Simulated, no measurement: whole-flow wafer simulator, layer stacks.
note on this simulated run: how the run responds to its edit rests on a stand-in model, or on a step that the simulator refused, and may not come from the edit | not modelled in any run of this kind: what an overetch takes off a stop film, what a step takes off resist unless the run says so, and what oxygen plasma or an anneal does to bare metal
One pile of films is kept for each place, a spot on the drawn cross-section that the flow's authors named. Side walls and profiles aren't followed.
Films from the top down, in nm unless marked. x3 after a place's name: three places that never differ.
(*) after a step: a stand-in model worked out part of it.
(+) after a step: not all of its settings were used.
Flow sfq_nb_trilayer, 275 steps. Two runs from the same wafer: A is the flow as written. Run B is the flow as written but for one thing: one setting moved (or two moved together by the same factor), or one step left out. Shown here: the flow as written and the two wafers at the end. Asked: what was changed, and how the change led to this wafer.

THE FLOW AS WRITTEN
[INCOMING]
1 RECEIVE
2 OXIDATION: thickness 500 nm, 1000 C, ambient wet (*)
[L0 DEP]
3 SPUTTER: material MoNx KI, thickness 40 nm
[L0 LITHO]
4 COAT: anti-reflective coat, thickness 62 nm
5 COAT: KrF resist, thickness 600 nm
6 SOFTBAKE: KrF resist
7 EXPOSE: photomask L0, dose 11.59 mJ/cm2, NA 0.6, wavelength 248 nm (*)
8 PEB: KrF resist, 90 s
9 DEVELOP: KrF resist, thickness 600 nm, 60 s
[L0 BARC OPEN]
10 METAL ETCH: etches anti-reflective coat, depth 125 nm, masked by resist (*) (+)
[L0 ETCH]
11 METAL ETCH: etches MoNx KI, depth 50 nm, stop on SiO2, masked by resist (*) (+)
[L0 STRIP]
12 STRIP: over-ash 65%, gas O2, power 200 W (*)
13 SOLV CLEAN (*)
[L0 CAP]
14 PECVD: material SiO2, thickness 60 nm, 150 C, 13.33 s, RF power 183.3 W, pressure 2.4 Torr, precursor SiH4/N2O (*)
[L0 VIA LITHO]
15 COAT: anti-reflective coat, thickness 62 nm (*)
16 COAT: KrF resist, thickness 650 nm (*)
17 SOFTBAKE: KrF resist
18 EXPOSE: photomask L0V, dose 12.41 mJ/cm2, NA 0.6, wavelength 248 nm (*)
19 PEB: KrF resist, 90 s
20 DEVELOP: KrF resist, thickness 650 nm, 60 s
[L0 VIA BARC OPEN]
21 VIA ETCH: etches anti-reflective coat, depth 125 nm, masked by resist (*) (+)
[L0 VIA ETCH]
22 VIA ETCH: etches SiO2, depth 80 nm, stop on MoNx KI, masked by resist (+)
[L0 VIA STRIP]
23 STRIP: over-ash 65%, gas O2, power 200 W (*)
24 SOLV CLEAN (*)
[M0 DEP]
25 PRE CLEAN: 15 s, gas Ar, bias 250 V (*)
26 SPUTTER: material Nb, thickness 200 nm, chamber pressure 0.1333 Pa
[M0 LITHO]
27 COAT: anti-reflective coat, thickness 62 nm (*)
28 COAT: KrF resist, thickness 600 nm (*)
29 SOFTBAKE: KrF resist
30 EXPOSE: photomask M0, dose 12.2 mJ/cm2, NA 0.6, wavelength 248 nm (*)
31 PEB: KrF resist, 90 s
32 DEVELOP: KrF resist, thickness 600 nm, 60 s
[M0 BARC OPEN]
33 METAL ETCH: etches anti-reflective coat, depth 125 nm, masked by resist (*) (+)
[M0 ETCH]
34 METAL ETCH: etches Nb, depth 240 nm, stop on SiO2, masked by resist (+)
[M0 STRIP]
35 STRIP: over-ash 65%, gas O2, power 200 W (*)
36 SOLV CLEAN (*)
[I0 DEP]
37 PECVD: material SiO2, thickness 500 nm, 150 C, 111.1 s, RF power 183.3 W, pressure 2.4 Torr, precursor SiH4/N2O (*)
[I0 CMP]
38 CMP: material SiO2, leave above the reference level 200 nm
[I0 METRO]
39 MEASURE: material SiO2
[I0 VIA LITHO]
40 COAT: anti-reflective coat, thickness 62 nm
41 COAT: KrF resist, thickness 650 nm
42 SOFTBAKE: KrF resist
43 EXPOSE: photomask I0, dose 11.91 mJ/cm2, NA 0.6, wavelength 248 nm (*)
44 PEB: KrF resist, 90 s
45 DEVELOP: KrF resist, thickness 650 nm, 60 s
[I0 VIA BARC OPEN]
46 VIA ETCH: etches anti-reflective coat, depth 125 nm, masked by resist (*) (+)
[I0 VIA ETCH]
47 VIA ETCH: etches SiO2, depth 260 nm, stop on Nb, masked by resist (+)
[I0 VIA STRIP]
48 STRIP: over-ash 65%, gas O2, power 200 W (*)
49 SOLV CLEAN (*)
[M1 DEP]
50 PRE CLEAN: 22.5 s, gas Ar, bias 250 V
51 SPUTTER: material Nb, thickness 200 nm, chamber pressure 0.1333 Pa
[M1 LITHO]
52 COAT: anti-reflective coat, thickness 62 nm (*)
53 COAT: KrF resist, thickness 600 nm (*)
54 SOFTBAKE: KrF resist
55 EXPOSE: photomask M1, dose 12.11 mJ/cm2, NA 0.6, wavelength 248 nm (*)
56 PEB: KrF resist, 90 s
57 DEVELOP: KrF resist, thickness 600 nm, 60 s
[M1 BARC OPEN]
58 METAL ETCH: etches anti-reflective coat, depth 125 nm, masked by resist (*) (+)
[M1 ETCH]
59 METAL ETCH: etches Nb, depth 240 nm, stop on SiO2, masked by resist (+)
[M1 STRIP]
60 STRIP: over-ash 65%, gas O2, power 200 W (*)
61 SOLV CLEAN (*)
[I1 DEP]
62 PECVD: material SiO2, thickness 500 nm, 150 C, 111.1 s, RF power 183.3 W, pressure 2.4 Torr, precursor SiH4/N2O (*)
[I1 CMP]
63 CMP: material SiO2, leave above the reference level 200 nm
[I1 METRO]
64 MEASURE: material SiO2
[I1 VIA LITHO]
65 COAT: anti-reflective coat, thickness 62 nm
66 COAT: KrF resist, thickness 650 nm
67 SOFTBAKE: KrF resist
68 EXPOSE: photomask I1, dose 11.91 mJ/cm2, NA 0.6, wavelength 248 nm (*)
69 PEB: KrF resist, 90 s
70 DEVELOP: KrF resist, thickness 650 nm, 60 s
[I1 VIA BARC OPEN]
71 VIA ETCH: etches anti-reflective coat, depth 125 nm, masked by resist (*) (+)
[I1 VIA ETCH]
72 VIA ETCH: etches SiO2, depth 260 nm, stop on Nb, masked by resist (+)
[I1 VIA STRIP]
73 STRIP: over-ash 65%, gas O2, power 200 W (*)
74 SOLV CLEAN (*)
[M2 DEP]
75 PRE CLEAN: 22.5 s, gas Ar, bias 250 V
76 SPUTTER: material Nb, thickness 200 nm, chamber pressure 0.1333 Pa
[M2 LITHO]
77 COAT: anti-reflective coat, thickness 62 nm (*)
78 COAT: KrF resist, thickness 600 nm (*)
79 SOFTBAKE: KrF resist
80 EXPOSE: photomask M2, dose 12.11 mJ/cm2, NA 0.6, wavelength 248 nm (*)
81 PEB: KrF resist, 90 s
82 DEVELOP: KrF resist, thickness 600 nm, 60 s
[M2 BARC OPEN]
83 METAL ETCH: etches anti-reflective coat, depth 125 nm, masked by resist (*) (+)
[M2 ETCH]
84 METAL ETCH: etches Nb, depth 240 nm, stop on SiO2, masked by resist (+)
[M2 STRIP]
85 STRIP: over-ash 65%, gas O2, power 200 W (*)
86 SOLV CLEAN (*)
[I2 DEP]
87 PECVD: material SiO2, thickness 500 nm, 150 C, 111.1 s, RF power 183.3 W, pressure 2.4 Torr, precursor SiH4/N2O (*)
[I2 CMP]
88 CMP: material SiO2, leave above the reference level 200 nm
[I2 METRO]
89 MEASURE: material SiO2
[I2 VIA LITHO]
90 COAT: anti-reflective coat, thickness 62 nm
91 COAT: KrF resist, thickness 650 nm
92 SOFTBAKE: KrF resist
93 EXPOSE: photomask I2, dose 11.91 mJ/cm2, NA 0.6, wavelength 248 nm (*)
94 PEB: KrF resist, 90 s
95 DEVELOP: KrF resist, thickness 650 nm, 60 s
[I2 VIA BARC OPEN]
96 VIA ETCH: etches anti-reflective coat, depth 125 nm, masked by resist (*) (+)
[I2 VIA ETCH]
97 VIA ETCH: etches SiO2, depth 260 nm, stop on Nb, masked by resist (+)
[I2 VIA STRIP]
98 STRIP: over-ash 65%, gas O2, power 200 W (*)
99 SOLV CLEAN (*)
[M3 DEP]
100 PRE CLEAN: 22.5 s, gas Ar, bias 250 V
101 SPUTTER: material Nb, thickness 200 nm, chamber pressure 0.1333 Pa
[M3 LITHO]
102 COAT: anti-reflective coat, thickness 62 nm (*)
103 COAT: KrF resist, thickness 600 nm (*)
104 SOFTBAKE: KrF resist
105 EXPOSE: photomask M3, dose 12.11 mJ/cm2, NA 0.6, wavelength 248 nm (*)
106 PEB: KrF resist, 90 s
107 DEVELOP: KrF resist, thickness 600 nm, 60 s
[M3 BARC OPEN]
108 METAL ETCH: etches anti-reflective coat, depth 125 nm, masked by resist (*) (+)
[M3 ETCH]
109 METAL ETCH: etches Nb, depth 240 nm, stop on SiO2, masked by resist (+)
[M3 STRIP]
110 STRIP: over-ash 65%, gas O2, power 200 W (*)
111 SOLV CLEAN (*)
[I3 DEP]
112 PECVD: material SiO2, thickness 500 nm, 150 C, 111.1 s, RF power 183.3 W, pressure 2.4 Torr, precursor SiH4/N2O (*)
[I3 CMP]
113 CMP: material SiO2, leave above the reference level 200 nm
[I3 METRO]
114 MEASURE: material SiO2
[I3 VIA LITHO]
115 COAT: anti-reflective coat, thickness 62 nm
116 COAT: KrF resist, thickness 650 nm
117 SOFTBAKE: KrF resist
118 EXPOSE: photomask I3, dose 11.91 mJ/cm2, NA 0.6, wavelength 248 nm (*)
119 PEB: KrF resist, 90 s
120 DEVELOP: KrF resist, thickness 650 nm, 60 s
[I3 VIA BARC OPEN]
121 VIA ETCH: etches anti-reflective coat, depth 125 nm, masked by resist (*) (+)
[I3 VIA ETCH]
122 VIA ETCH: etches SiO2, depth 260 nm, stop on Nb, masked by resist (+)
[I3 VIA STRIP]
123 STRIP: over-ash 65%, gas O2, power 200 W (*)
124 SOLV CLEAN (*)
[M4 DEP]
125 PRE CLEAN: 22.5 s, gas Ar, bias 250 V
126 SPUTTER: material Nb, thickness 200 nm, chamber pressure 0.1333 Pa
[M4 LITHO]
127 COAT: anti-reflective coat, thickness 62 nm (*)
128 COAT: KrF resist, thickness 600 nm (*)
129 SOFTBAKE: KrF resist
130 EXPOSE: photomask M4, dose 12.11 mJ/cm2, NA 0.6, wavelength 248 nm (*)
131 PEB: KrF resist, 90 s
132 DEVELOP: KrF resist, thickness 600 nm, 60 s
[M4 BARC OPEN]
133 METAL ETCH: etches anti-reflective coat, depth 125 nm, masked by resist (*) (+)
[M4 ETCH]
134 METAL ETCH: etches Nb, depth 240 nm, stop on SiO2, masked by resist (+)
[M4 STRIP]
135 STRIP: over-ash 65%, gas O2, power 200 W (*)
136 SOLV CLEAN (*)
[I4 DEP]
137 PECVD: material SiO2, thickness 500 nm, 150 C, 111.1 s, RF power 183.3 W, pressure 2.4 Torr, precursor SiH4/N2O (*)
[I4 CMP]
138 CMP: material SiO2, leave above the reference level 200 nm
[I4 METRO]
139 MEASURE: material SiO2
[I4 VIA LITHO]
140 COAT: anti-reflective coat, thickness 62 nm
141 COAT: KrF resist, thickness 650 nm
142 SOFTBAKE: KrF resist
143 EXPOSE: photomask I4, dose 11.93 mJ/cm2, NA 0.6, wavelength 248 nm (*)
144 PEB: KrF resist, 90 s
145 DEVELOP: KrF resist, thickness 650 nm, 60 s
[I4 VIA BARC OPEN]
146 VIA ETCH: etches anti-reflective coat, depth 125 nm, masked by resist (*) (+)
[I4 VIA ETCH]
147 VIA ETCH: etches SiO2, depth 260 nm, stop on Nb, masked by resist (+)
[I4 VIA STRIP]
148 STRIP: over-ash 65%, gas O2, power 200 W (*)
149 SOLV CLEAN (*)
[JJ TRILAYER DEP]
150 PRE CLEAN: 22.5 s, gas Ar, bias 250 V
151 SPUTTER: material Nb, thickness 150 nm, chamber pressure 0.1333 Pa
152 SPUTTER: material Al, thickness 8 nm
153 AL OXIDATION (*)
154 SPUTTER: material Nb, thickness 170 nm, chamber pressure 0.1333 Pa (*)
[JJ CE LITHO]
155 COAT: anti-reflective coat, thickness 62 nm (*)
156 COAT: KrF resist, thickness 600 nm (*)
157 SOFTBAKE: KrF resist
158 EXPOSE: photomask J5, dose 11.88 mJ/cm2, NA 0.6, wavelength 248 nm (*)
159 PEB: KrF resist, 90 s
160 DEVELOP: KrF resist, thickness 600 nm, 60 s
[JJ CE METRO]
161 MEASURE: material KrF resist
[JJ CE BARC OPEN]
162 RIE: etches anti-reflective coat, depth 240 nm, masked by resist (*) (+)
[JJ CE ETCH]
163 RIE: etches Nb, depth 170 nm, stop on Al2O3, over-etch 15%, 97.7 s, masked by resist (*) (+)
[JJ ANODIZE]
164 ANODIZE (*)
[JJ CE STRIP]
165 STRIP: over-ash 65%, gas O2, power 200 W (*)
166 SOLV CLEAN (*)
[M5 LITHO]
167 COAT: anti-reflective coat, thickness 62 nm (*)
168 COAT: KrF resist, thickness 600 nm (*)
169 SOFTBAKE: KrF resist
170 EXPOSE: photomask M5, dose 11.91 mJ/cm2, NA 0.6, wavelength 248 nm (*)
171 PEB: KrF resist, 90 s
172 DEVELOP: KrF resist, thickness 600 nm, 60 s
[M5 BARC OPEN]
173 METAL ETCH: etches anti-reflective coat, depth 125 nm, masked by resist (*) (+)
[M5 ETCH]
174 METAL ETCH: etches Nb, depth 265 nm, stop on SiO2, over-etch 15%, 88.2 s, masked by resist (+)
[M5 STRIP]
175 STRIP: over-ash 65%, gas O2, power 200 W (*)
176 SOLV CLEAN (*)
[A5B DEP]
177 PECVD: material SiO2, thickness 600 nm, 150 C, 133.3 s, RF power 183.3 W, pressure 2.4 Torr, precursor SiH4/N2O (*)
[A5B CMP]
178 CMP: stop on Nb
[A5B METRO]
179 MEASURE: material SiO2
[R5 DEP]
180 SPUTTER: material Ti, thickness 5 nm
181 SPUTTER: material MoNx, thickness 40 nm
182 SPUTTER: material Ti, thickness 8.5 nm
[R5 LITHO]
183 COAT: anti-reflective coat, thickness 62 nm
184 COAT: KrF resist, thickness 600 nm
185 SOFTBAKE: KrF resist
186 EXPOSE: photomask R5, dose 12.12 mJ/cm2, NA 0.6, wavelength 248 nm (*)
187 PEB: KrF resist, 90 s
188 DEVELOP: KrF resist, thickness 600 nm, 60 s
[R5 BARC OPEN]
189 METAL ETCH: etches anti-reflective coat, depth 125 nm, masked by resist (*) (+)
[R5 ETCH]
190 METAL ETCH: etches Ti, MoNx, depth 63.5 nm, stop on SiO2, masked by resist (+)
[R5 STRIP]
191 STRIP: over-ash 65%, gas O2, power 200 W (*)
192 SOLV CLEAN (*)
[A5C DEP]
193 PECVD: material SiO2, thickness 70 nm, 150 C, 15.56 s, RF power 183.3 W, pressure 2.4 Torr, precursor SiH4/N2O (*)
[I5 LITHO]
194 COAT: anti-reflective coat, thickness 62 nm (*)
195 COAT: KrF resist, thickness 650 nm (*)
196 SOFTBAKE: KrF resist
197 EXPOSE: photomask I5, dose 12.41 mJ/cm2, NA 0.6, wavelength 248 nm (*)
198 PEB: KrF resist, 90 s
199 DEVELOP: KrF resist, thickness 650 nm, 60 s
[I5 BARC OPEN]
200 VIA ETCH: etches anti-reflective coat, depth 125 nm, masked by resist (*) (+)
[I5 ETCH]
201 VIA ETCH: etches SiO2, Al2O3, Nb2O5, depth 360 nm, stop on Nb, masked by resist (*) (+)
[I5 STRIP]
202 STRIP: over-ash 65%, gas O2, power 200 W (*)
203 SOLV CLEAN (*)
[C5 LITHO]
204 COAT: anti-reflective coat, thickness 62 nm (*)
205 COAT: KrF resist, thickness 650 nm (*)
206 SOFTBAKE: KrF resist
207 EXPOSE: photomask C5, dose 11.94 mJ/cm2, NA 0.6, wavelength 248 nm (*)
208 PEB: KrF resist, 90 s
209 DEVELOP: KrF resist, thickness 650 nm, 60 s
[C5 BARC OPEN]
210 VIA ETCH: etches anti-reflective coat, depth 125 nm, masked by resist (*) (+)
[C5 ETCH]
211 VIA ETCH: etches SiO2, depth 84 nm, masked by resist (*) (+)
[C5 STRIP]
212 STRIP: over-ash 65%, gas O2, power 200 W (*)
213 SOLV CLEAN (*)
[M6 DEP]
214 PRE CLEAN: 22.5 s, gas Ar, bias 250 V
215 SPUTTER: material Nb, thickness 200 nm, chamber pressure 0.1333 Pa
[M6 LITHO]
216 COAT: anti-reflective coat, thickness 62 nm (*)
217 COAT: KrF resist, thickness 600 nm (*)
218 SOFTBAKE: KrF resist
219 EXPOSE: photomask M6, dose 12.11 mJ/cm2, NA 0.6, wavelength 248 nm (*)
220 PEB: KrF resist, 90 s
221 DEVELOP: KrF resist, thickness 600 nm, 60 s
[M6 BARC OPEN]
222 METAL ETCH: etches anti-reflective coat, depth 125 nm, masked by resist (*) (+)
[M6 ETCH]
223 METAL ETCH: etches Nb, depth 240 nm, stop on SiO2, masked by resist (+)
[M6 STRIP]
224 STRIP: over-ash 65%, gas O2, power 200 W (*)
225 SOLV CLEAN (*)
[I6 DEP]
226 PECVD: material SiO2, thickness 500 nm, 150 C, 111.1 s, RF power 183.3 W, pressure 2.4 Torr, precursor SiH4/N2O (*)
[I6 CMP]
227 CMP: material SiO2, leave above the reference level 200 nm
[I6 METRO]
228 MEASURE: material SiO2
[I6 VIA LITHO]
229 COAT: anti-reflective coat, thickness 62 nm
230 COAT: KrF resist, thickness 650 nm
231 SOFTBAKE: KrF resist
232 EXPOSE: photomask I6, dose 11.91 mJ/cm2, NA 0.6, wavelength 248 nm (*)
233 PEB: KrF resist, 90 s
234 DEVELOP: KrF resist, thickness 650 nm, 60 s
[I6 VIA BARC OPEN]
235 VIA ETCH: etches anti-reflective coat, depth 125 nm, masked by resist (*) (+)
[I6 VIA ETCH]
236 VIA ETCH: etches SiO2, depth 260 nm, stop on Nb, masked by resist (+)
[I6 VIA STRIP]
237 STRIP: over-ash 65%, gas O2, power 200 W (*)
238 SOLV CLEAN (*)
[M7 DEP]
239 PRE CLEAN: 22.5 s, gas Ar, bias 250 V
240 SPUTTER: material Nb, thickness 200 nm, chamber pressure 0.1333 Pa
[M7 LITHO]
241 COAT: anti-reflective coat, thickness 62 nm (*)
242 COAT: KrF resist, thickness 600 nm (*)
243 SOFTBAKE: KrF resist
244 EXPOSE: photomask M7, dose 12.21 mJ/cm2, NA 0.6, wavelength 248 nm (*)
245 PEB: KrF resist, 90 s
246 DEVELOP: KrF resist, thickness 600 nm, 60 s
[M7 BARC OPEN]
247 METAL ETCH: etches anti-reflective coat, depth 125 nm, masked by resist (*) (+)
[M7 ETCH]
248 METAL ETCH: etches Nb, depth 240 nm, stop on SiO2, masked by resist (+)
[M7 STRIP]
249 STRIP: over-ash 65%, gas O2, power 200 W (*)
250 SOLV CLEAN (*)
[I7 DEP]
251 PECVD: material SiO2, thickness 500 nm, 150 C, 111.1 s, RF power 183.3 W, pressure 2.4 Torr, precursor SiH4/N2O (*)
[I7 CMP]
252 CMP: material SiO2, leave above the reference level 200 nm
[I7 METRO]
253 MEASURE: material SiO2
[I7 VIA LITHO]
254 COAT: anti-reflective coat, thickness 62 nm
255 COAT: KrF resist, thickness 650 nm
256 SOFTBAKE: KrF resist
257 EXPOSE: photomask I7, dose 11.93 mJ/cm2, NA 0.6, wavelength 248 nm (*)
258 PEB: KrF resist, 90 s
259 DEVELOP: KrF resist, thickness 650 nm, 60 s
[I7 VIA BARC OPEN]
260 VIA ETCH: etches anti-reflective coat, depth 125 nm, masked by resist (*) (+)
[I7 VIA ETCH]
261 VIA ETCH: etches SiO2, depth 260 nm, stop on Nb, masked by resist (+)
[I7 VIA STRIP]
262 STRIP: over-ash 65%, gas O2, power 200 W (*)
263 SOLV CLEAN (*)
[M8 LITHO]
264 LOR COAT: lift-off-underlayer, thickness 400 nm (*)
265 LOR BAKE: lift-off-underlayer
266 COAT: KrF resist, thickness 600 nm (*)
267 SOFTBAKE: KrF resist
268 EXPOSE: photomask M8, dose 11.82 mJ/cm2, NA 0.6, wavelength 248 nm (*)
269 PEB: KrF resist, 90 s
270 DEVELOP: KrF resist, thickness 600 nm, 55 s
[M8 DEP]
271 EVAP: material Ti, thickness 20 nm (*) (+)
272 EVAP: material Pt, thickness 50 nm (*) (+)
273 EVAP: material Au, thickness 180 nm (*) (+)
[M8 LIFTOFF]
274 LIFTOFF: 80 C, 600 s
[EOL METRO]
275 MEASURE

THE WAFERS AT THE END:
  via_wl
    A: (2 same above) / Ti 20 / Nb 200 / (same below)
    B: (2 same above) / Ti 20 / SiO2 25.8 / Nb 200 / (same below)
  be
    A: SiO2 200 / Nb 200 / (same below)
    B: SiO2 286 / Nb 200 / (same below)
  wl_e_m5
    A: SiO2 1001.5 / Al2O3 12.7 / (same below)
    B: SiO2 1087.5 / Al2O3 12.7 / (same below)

The cause: step 252, CMP: leave above the reference level 286 nm was run, where the flow has leave above the reference level 200 nm.
It can be read off the wafer: be has SiO2 286, and step 252 as written asks for 200 nm.

How the change led to this, step by step:
  252 CMP: material SiO2, leave above the reference level 200 nm
      field_r, lsp_l: A SiO2 -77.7 | B nothing
      field_l, p4_fl, p4_fm and 56 more: A SiO2 -100 | B SiO2 -14
      (and at 45 more places)
  254 COAT: anti-reflective coat, thickness 62 nm
      field_r: A anti-reflective coat +62 (new film) | B anti-reflective coat +64.9 (new film)
      lsp_l: A anti-reflective coat +62 (new film) | B anti-reflective coat +63.9 (new film)
  261 VIA ETCH: etches SiO2, depth 260 nm, stop on Nb, masked by resist (+)
      via_wl, via_w, via_wr: A SiO2 -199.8 (all of it) | B SiO2 -260
  262 STRIP: over-ash 65%, gas O2, power 200 W (*)
      field_r: A KrF resist -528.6 (all of it), anti-reflective coat -62 (all of it) | B KrF resist -532 (all of it), anti-reflective coat -64.9 (all of it)
      lsp_l: A KrF resist -528.6 (all of it), anti-reflective coat -62 (all of it) | B KrF resist -532.8 (all of it), anti-reflective coat -63.9 (all of it)
  264 LOR COAT: lift-off-underlayer, thickness 400 nm (*)
      via_wl, via_wr: A lift-off-underlayer +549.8 (new film) | B lift-off-underlayer +594.8 (new film)
      v_sur: A lift-off-underlayer +369.4 (new film) | B lift-off-underlayer +360.2 (new film)
      (and at 1 more place)
  270 DEVELOP: KrF resist, thickness 600 nm, 55 s
      v_sur: A KrF resist -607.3 (all of it), lift-off-underlayer -369.4 (all of it) | B KrF resist -609.9 (all of it), lift-off-underlayer -360.2 (all of it)
      via_wl: A KrF resist -623.9 (all of it), lift-off-underlayer -549.8 (all of it) | B KrF resist -631.4 (all of it), lift-off-underlayer -594.8 (all of it)
      (and at 2 more places)
Counting metal films that touch as one body, via_wl has 8 bodies (between them, from the top down: SiO2 25.8; SiO2 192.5; SiO2 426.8 / Al2O3 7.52 / Nb2O5 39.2; SiO2 192.5; SiO2 192.5; SiO2 192.5; SiO2 192.5); the flow as written gives 7 bodies (between them, from the top down: SiO2 192.5; SiO2 426.8 / Al2O3 7.52 / Nb2O5 39.2; SiO2 192.5; SiO2 192.5; SiO2 192.5; SiO2 192.5).
